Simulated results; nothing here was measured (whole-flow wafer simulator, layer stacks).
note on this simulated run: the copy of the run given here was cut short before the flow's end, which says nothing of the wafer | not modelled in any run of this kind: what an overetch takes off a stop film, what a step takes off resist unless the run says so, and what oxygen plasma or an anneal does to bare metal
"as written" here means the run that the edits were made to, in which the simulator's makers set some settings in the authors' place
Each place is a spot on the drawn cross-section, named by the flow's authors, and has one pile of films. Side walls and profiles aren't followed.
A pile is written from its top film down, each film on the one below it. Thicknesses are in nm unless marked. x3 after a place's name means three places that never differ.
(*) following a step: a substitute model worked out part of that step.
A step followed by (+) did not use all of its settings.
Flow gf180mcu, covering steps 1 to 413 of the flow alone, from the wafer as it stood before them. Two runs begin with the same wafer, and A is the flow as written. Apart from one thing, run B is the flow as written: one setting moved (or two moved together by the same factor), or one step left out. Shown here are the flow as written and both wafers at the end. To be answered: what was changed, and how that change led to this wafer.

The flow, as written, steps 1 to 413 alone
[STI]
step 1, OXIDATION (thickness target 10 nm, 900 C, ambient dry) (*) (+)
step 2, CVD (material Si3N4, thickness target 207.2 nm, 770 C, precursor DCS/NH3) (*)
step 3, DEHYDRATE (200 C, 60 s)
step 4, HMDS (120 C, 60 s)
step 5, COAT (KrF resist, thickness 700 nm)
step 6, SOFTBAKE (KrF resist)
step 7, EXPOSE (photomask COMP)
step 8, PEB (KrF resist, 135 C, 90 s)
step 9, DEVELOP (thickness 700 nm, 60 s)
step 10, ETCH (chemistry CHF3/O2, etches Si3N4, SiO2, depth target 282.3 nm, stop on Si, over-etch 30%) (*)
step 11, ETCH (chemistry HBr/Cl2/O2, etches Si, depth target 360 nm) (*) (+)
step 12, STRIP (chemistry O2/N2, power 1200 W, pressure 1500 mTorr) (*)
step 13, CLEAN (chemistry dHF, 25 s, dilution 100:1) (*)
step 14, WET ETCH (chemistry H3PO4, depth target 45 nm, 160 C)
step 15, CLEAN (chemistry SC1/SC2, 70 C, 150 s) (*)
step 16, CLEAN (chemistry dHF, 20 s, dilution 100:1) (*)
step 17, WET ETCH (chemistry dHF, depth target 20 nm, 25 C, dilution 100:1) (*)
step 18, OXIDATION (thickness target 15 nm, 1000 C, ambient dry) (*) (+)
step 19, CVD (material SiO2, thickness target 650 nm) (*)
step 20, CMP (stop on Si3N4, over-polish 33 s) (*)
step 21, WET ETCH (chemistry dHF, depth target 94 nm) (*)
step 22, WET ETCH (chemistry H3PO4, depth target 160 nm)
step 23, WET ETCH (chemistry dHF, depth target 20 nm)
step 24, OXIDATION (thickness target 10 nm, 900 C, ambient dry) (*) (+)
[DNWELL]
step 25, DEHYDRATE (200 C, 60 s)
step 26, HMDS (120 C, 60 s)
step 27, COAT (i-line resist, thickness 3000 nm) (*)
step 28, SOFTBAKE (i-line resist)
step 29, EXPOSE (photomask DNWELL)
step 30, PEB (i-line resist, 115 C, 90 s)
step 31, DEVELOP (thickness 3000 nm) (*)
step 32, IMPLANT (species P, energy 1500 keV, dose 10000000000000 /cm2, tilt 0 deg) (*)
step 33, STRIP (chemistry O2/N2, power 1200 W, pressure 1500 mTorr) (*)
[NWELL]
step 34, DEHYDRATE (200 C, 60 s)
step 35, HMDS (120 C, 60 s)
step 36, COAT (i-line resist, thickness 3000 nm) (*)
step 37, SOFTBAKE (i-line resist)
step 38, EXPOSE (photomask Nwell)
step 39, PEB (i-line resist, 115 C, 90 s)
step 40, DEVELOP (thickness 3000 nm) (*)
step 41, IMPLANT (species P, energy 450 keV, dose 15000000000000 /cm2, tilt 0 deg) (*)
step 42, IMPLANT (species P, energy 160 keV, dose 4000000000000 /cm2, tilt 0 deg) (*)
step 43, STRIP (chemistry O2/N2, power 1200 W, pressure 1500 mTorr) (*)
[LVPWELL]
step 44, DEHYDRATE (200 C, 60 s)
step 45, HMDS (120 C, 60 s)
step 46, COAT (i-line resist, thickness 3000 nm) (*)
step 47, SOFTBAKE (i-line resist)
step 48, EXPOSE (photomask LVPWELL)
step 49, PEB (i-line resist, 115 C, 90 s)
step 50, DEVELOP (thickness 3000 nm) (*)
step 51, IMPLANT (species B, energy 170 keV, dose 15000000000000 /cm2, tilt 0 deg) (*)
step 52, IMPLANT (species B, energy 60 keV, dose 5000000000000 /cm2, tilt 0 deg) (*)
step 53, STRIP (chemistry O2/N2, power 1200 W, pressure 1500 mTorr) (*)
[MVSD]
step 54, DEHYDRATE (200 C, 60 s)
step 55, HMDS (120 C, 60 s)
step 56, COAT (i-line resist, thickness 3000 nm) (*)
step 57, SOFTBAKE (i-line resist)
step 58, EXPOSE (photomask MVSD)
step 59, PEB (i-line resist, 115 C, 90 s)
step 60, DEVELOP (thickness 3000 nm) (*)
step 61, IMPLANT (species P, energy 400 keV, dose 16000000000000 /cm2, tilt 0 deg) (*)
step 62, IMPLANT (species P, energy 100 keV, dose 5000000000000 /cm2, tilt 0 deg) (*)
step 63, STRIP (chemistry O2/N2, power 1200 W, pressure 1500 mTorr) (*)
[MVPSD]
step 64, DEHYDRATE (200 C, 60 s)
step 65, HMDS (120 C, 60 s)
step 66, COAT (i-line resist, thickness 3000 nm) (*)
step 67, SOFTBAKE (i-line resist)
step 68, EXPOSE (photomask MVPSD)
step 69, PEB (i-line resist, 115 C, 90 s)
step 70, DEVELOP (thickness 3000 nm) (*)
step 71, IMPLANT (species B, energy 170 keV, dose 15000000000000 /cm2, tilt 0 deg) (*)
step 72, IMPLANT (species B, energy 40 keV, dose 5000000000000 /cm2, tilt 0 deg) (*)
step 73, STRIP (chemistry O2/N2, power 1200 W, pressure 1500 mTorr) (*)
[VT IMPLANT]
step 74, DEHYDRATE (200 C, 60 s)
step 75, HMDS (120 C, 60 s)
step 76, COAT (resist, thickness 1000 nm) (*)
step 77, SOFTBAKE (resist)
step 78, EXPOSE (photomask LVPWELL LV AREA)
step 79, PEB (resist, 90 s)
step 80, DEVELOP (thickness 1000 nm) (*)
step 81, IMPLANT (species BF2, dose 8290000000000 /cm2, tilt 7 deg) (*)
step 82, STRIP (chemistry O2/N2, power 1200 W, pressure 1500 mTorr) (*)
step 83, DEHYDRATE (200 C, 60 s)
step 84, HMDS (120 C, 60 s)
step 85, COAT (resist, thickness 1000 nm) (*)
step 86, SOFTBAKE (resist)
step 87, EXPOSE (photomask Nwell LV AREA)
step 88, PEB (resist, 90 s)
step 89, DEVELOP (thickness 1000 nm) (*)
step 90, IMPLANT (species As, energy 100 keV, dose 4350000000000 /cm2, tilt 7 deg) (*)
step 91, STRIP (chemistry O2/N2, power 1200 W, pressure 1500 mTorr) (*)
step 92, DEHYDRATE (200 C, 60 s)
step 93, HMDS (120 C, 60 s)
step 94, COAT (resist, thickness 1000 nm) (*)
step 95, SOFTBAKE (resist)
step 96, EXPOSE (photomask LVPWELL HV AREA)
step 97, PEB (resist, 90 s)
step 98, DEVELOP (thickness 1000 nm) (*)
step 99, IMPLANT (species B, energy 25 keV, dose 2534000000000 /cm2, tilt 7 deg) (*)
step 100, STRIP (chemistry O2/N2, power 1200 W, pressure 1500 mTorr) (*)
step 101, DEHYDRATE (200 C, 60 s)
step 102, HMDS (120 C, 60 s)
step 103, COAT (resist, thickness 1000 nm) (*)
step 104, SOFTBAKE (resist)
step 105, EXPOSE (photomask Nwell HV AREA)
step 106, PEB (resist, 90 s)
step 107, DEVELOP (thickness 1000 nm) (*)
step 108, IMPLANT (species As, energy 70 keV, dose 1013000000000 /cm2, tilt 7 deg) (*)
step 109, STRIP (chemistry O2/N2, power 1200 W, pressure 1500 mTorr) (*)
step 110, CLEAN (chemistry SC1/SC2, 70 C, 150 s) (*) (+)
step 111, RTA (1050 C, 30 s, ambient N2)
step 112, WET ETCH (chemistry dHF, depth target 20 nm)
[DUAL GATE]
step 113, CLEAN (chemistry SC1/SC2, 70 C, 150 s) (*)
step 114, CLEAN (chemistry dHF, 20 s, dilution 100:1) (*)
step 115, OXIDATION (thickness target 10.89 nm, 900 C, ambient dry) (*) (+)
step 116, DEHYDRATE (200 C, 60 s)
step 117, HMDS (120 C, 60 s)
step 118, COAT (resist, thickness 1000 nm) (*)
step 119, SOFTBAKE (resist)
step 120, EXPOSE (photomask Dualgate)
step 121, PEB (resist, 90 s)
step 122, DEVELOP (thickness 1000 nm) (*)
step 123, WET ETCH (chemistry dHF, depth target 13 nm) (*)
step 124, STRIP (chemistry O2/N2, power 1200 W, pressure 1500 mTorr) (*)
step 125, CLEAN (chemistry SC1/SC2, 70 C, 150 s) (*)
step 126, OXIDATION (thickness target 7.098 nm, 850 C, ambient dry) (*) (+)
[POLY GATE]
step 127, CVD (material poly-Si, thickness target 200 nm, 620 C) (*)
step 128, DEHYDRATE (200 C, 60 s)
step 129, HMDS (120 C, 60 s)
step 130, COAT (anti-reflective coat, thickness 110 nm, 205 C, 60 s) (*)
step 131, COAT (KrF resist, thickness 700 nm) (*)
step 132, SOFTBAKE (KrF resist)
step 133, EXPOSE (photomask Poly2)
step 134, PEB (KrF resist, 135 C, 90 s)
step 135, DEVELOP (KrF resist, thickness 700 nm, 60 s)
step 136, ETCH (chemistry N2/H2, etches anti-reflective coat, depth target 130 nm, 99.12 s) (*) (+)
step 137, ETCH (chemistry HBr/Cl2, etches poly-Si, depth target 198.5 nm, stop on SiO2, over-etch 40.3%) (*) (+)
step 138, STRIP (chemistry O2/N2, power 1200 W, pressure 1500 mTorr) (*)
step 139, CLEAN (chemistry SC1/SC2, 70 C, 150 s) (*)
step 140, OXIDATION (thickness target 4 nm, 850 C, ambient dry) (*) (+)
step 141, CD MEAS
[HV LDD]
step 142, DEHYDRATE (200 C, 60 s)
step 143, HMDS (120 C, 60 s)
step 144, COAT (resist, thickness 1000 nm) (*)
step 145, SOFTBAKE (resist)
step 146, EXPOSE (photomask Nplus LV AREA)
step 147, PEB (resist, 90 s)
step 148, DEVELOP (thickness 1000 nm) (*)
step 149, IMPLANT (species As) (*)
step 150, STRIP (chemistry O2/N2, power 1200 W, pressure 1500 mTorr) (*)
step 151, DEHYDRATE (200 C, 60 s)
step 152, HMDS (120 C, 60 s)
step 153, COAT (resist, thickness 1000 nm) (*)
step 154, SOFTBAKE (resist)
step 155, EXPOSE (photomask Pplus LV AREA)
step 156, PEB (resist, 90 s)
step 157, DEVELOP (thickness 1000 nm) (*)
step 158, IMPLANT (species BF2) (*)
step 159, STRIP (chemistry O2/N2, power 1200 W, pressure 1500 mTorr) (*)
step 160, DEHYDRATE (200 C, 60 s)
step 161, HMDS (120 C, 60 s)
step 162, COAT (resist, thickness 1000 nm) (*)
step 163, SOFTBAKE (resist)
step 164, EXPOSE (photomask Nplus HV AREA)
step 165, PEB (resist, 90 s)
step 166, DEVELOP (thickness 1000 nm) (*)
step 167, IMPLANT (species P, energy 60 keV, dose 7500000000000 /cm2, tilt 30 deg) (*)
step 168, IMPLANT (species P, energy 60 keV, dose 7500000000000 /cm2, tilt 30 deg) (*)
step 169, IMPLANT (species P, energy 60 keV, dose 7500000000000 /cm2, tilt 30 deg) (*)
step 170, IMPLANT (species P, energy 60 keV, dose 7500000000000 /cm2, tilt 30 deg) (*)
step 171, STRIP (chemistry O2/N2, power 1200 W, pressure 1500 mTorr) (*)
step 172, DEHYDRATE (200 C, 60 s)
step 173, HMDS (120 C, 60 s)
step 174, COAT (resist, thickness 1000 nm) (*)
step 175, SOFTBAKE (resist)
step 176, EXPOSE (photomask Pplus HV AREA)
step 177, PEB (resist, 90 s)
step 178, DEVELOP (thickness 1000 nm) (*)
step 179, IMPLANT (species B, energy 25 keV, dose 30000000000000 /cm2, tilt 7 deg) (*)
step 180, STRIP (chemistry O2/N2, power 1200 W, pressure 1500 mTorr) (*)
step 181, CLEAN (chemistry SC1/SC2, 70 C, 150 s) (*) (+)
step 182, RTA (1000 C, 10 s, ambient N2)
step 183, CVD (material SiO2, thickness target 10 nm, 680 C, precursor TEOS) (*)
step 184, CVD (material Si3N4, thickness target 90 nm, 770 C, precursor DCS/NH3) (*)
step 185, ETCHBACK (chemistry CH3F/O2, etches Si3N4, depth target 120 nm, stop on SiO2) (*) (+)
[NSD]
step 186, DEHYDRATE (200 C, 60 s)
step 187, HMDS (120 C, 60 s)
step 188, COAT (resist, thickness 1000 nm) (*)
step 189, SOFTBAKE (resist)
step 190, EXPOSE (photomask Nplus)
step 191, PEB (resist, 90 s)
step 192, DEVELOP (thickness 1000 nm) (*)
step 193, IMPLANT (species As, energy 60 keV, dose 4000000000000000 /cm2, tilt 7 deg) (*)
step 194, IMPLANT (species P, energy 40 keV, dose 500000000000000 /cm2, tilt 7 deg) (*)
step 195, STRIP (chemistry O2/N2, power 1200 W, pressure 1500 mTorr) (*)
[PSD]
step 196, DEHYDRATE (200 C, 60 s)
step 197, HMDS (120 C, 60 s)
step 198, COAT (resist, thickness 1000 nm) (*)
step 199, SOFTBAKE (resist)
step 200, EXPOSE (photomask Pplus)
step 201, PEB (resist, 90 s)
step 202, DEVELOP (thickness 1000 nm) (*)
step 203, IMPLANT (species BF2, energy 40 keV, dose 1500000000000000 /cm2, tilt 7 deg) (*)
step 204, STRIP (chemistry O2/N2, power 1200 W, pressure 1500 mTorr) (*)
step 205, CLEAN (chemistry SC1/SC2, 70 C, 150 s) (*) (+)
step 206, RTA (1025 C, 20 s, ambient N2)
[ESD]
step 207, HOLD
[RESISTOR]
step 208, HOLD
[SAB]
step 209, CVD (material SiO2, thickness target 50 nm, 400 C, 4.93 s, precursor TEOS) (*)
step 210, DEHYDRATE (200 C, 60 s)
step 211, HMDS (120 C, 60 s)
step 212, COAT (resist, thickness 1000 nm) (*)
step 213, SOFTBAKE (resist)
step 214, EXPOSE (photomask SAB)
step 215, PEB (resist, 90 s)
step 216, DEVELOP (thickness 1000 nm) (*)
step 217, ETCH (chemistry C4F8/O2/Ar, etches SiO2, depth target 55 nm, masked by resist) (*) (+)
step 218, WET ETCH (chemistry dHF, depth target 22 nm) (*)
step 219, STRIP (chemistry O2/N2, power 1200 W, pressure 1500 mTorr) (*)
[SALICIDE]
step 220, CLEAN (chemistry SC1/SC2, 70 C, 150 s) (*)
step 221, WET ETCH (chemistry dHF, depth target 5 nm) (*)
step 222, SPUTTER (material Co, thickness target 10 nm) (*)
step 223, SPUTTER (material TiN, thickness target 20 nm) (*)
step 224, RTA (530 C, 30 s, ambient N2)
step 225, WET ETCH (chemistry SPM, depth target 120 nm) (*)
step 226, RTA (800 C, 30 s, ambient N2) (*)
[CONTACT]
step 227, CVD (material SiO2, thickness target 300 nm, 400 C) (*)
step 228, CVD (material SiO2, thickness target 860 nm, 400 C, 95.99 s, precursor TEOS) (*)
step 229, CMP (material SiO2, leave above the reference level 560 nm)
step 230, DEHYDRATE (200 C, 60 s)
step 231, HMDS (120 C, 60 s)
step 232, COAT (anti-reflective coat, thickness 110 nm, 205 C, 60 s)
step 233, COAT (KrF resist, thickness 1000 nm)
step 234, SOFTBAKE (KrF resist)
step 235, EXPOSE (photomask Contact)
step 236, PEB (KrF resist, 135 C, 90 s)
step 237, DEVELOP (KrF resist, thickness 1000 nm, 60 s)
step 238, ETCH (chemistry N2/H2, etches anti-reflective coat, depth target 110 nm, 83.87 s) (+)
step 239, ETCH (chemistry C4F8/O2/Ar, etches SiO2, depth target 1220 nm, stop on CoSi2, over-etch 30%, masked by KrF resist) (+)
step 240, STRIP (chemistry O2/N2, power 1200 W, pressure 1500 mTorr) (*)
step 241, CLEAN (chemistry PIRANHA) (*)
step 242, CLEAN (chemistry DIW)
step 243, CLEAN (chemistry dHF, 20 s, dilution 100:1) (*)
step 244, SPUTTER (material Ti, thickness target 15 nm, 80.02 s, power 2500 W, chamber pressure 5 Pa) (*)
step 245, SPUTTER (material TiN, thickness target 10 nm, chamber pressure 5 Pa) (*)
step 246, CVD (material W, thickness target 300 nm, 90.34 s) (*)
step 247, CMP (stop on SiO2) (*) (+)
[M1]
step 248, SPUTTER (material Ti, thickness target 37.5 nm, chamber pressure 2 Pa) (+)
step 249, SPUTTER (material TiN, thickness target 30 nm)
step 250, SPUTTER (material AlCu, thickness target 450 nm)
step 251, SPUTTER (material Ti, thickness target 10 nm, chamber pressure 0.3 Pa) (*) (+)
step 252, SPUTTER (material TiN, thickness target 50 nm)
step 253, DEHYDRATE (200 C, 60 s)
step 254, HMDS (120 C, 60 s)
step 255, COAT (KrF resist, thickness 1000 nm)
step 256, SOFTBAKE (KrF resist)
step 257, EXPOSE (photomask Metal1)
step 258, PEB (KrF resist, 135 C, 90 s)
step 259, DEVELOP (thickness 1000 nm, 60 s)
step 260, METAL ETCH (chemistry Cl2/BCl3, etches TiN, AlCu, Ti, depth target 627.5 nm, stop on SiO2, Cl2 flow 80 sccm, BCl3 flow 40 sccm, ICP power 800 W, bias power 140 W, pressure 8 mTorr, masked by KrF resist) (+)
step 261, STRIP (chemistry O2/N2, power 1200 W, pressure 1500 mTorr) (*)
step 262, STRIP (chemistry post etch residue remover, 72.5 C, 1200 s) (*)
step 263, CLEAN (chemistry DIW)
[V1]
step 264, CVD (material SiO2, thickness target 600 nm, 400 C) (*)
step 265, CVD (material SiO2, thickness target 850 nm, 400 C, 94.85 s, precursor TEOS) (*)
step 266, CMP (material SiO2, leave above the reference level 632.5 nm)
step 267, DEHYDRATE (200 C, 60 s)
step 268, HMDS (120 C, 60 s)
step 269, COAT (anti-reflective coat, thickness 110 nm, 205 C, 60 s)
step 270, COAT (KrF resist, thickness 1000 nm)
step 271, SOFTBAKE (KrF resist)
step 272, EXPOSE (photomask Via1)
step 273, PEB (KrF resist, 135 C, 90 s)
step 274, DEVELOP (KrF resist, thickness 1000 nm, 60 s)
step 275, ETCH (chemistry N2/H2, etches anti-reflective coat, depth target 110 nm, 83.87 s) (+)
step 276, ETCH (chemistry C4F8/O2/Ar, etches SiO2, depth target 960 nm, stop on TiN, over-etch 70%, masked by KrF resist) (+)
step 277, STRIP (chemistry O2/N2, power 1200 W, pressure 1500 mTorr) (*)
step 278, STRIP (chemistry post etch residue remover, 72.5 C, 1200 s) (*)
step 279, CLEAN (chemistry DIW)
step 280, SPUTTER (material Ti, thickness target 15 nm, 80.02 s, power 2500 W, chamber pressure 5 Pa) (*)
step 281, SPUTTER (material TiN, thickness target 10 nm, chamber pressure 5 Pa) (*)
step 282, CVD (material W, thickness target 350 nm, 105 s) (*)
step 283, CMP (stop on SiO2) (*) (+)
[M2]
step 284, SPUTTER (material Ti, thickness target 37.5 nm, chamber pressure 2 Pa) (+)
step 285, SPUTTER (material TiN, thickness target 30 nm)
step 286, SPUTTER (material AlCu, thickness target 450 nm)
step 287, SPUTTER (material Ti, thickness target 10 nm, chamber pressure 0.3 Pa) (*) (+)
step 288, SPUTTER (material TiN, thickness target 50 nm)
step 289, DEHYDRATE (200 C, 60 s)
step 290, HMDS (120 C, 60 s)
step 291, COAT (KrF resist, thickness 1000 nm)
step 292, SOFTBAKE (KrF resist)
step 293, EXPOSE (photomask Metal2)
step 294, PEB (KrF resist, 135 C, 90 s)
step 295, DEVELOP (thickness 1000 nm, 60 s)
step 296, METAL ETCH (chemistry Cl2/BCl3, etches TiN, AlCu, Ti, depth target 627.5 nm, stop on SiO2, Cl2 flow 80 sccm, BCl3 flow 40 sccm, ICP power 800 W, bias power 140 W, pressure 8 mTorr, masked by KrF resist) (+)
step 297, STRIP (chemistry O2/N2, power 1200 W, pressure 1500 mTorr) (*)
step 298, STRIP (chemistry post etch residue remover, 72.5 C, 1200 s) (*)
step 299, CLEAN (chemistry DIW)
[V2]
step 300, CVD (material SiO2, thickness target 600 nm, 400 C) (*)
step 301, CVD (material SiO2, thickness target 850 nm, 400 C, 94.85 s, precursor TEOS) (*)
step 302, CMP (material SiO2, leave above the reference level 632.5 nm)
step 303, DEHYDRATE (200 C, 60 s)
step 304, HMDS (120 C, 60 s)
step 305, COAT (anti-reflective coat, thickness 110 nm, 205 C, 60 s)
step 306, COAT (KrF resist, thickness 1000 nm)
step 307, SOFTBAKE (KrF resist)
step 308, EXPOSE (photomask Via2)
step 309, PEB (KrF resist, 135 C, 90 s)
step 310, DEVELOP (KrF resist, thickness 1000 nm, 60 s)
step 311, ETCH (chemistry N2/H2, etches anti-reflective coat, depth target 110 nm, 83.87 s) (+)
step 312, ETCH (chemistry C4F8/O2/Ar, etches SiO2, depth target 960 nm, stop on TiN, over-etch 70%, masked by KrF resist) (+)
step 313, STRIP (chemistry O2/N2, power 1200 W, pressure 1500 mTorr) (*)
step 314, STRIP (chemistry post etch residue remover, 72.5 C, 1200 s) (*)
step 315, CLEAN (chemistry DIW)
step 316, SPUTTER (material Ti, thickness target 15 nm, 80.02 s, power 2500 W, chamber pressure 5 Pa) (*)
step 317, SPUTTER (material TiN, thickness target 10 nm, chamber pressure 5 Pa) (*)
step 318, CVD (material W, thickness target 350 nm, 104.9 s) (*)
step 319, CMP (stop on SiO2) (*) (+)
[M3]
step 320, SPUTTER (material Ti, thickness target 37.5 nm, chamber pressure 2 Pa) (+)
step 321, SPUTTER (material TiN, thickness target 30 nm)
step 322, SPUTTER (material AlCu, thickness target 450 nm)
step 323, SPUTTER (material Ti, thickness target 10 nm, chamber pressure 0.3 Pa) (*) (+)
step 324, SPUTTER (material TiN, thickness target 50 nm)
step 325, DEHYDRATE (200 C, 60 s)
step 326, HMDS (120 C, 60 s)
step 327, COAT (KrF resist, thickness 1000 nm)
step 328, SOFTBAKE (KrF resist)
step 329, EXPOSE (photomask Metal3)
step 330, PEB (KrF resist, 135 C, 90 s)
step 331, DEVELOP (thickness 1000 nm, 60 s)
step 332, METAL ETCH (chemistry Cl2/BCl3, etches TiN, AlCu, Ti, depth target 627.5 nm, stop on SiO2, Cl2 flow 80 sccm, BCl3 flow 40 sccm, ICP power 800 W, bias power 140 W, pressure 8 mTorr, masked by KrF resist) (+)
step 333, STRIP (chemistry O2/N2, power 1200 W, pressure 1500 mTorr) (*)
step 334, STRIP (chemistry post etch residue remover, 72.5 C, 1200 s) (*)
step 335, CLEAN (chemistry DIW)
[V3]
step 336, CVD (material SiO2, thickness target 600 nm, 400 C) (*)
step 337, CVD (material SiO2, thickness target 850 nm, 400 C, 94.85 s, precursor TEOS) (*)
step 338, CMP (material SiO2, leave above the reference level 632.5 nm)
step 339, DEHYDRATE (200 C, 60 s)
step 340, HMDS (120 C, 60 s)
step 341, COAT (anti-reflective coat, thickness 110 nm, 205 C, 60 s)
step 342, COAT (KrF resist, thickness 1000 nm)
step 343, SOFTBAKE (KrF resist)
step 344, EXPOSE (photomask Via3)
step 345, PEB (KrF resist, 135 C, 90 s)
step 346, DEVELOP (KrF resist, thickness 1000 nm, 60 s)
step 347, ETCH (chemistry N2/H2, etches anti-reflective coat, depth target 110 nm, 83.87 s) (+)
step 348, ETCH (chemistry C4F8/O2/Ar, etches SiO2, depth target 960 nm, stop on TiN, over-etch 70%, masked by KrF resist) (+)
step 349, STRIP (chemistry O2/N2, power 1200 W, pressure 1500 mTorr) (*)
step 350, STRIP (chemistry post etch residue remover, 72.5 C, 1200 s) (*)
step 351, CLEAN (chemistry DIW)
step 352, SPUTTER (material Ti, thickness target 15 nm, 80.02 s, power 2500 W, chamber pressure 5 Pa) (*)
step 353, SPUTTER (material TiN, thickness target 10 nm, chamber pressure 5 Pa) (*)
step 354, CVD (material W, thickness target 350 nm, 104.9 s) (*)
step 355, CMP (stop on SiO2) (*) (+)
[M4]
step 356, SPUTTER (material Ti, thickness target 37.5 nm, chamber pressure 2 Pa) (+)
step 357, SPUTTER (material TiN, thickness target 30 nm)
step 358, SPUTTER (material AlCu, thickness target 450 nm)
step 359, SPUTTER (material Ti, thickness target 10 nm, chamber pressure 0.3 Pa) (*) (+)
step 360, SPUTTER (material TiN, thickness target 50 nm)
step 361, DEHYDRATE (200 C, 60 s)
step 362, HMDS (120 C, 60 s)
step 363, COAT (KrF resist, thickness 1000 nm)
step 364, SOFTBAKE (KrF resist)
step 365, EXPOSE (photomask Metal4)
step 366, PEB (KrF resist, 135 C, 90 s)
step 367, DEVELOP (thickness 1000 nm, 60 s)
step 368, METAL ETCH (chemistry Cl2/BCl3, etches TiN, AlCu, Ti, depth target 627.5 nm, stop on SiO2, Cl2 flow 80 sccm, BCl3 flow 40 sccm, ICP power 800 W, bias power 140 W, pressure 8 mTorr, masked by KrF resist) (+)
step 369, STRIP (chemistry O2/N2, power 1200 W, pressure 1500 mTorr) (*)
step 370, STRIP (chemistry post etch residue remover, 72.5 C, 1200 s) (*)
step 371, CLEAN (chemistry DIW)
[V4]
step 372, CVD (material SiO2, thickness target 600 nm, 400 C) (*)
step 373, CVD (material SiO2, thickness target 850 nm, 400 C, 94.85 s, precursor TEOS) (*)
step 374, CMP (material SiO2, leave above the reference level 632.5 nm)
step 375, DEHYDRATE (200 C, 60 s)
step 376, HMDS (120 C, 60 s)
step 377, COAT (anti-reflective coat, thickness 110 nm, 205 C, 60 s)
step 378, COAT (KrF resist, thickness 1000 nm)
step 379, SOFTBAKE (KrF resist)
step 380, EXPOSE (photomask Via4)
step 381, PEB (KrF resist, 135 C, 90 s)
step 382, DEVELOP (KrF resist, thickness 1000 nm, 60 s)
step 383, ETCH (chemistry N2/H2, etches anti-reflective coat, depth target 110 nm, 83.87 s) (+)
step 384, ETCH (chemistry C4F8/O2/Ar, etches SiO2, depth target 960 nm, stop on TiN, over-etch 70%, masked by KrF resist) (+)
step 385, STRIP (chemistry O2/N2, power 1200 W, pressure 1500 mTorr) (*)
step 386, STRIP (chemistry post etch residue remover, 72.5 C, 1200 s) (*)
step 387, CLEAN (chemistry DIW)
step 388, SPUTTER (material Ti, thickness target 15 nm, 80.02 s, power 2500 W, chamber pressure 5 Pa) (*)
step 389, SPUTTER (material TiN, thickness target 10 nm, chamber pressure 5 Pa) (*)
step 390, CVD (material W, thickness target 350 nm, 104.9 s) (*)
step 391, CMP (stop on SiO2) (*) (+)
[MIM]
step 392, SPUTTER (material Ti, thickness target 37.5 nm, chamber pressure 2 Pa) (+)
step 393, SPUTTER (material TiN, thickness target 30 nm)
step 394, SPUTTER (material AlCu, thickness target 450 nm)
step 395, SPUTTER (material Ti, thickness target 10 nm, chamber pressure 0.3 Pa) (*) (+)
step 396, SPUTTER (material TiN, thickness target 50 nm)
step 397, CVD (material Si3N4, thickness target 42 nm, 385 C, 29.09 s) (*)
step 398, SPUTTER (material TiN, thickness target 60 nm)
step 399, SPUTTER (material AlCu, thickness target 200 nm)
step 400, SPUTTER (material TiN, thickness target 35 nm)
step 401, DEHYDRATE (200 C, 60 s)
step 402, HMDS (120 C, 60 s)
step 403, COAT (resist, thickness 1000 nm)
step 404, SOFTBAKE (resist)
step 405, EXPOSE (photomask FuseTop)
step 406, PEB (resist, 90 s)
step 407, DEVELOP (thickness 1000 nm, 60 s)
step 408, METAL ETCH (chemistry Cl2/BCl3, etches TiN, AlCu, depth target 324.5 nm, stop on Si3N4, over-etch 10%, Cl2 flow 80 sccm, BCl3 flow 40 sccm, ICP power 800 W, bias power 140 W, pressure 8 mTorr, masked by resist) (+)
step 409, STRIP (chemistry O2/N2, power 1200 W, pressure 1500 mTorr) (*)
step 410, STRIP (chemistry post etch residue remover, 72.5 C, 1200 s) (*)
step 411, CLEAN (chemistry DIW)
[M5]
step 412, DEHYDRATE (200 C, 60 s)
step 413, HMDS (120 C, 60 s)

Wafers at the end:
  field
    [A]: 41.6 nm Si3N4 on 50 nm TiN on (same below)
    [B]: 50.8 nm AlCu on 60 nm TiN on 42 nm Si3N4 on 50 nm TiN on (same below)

What caused this: step 408, METAL ETCH: depth target 178.5 nm was run, whereas the flow has depth target 324.5 nm.

How this came from the change, step by step:
  step 408, METAL ETCH (chemistry Cl2/BCl3, etches TiN, AlCu, depth target 324.5 nm, stop on Si3N4, over-etch 10%, Cl2 flow 80 sccm, BCl3 flow 40 sccm, ICP power 800 W, bias power 140 W, pressure 8 mTorr, masked by resist) (+)
      field, field__w1, field__w2 and 107 more: A -35 TiN (all of it), -200 AlCu (all of it), -60 TiN (all of it) | B -35 TiN (all of it), -143.5 AlCu
      mim: A -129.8 resist | B -71.4 resist
  step 409, STRIP (chemistry O2/N2, power 1200 W, pressure 1500 mTorr) (*)
      mim: A -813 resist (all of it) | B -871.4 resist (all of it)
  step 410, STRIP (chemistry post etch residue remover, 72.5 C, 1200 s) (*)
      field, field__w1, field__w2 and 107 more: A -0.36 Si3N4 | B -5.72 AlCu
Taking metal films that touch as one body, field has 2 bodies (between them, from the top down: Si3N4 42); the flow as written gives 1 body.
